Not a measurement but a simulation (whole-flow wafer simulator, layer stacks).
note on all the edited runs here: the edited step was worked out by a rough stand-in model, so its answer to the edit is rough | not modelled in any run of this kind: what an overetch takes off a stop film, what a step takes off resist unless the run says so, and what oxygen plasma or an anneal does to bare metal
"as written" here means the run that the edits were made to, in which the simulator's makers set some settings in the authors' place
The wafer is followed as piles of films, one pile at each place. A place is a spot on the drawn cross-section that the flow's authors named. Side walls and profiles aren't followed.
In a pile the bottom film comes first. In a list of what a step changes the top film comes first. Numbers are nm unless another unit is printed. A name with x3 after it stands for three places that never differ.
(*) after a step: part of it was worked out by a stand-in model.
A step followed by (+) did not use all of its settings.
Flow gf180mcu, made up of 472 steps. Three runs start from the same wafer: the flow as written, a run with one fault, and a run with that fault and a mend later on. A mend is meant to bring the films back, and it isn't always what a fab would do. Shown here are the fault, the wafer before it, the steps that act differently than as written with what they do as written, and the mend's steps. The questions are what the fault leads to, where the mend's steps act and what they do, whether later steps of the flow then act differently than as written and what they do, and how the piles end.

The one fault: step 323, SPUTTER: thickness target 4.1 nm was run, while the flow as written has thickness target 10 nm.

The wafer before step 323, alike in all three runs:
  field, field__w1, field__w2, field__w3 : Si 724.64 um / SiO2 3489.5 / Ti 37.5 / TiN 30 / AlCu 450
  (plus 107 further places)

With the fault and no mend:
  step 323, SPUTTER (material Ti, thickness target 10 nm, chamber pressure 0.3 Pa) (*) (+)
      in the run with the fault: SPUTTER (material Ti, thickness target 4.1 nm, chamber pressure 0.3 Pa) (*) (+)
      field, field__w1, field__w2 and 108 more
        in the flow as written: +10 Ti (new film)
        in the run with the fault: +4.1 Ti (new film)
  Later steps of the flow acting differently than as written (5 more steps, not shown, differ only slightly: by at most 2% or 0.5 nm, whichever is larger):
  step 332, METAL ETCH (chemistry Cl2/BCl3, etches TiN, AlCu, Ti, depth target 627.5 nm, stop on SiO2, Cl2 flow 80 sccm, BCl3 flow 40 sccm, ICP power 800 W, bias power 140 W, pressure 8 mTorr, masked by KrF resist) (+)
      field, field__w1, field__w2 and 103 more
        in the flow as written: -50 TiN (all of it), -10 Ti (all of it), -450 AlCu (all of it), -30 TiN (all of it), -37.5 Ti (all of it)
        in the run with the fault: -50 TiN (all of it), -4.1 Ti (all of it), -450 AlCu (all of it), -30 TiN (all of it), -37.5 Ti (all of it)
  By the end, the piles at field__w8, contact, m1, m1__w1, m1_nw depart from the flow's by more than 2% or 0.5 nm, whichever is larger.
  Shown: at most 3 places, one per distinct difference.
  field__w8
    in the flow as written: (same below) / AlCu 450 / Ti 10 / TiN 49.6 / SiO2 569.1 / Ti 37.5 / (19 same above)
    in the run with the fault: (same below) / AlCu 450 / Ti 4.1 / TiN 49.6 / SiO2 575 / Ti 37.5 / (19 same above)
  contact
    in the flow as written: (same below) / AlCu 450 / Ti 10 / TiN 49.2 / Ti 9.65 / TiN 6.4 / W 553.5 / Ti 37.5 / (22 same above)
    in the run with the fault: (same below) / AlCu 450 / Ti 4.1 / TiN 49.2 / Ti 9.62 / TiN 6.38 / W 559.5 / Ti 37.5 / (22 same above)

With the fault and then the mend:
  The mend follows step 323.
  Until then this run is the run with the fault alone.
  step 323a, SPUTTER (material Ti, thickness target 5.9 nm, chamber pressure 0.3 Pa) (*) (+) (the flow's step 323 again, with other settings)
      field, field__w1, field__w2 and 108 more
        +5.9 Ti
  Later steps of the flow that are run all act as written at every place that is followed.
  The piles end the same as the flow's at every place that both follow.
